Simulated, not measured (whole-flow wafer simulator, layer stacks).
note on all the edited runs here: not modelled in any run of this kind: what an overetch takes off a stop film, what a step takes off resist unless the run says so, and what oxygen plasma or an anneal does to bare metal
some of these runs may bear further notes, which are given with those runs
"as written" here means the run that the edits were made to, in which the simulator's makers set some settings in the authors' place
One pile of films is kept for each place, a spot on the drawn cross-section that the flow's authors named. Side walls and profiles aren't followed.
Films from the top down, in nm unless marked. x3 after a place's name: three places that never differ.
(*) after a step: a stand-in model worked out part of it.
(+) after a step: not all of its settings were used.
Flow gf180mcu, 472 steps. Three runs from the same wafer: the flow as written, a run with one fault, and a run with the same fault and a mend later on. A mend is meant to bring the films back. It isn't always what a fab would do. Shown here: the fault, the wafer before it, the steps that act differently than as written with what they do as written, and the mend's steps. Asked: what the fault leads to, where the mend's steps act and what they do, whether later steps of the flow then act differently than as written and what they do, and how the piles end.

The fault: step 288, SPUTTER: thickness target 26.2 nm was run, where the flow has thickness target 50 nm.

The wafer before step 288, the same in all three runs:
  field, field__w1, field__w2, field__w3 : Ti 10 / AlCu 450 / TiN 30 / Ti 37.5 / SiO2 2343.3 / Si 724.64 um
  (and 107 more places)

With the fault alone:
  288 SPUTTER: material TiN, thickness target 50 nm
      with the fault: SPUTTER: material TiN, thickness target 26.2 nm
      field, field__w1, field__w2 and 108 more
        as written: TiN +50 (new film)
        with the fault: TiN +26.2 (new film)
  Later steps of the flow that act differently than as written (2 more steps differ only slightly, by at most 2% or 0.5 nm, whichever is larger, and aren't shown):
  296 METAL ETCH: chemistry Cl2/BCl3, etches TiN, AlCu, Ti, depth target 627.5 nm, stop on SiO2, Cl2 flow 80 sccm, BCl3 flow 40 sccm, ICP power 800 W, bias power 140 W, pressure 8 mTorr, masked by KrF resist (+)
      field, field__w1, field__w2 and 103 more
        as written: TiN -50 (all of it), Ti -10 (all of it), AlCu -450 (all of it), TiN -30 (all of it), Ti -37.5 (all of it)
        with the fault: TiN -26.2 (all of it), Ti -10 (all of it), AlCu -450 (all of it), TiN -30 (all of it), Ti -37.5 (all of it)
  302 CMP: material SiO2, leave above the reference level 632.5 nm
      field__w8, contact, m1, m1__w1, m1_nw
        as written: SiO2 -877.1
        with the fault: SiO2 -853.3
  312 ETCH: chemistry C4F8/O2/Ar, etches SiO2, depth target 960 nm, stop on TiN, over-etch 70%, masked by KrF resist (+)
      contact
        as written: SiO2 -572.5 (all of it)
        with the fault: SiO2 -596.3 (all of it)
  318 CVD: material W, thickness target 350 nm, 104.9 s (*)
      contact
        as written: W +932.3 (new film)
        with the fault: W +956.3 (new film)
  At the end the piles differ from the flow's by more than 2% or 0.5 nm, whichever is larger, at field__w8, contact, m1, m1__w1, m1_nw.
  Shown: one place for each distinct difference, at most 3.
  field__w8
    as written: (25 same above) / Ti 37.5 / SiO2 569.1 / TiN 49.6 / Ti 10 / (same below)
    with the fault: (25 same above) / Ti 37.5 / SiO2 592.9 / TiN 25.8 / Ti 10 / (same below)
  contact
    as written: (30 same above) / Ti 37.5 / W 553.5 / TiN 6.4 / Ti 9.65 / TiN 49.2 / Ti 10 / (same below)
    with the fault: (30 same above) / Ti 37.5 / W 577.5 / TiN 6.31 / Ti 9.52 / TiN 25.4 / Ti 10 / (same below)

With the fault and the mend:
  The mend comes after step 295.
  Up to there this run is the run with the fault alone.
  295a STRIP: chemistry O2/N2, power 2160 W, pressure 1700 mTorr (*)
      field__w8, contact, m1, m1__w1, m1_nw
        KrF resist -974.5 (all of it)
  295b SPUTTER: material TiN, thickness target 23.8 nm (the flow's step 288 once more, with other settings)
      field, field__w1, field__w2 and 108 more
        TiN +23.8
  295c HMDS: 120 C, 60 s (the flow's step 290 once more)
      changes no film at any place that is followed
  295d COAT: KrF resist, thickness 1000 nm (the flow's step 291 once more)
      field, field__w1, field__w2 and 108 more
        KrF resist +1000 (new film)
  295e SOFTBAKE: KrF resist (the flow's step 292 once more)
      changes no film at any place that is followed
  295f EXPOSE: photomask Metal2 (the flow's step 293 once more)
      changes no film at any place that is followed
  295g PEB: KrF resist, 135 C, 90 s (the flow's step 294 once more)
      field, field__w1, field__w2 and 108 more
        KrF resist -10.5
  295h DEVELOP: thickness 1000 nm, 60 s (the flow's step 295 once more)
      field, field__w1, field__w2 and 103 more
        KrF resist -989.5 (all of it)
      field__w8, contact, m1, m1__w1, m1_nw
        KrF resist -14.9
  No later step of the flow acts differently than as written at any place that is followed.
  At the end the piles are the same as the flow's at every place that both follow.
